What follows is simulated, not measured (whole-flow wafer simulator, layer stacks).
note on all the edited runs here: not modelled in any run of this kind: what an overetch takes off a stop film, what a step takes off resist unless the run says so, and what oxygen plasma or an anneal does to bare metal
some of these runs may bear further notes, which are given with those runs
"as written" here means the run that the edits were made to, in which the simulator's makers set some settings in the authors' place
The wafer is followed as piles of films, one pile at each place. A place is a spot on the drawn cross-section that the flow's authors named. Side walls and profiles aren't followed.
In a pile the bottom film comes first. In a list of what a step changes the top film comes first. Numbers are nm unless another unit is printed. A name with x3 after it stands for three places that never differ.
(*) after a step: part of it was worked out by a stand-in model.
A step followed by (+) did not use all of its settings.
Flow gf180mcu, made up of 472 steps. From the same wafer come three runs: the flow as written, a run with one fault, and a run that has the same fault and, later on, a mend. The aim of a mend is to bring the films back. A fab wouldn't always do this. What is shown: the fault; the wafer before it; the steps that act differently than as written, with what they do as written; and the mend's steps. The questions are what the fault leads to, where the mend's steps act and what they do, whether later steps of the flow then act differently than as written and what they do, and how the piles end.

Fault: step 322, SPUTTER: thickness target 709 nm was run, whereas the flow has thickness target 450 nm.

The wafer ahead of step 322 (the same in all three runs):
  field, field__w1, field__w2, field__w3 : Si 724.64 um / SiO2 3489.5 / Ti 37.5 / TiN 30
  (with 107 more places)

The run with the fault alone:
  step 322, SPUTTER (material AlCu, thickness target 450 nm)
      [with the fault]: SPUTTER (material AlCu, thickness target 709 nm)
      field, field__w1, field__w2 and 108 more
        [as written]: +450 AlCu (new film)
        [with the fault]: +709 AlCu (new film)
  Steps further on in the flow that do not act as written:
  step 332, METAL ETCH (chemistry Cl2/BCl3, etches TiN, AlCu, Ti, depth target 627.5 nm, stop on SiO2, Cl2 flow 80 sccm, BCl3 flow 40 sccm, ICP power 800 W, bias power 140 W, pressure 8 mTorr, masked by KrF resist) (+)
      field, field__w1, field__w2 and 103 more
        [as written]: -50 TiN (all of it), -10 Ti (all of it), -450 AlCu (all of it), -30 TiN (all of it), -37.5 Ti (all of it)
        [with the fault]: -50 TiN (all of it), -10 Ti (all of it), -567.5 AlCu
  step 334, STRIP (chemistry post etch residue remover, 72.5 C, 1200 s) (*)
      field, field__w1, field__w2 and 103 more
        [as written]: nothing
        [with the fault]: -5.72 AlCu
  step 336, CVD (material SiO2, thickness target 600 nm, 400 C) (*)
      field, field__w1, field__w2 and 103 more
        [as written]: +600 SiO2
        [with the fault]: +600 SiO2 (new film)
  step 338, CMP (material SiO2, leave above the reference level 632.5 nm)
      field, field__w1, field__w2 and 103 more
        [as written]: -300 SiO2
        [with the fault]: -244.3 SiO2
  The piles end different from the flow's at field, field__w1, field__w2 and 109 more by more than 2% or 0.5 nm, whichever is larger.
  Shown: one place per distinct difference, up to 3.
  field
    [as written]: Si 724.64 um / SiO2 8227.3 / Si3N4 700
    [with the fault]: Si 724.64 um / SiO2 3489.5 / Ti 37.5 / TiN 30 / AlCu 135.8 / SiO2 4793.5 / Si3N4 700
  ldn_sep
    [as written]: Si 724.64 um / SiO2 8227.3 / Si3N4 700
    [with the fault]: Si 724.64 um / SiO2 3489.4 / Ti 37.5 / TiN 30 / AlCu 135.8 / SiO2 4793.5 / Si3N4 700
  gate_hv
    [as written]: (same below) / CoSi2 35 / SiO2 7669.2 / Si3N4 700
    [with the fault]: (same below) / CoSi2 35 / SiO2 2931.3 / Ti 37.5 / TiN 30 / AlCu 135.8 / SiO2 4793.5 / Si3N4 700

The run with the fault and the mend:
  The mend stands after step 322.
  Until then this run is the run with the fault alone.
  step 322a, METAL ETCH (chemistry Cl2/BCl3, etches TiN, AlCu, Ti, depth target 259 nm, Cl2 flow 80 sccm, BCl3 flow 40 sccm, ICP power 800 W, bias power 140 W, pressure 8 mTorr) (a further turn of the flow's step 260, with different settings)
      field, field__w1, field__w2 and 108 more
        -259 AlCu
  Later steps of the flow that are run all act as written at every place that is followed.
  The piles end the same as the flow's at every place that both follow.
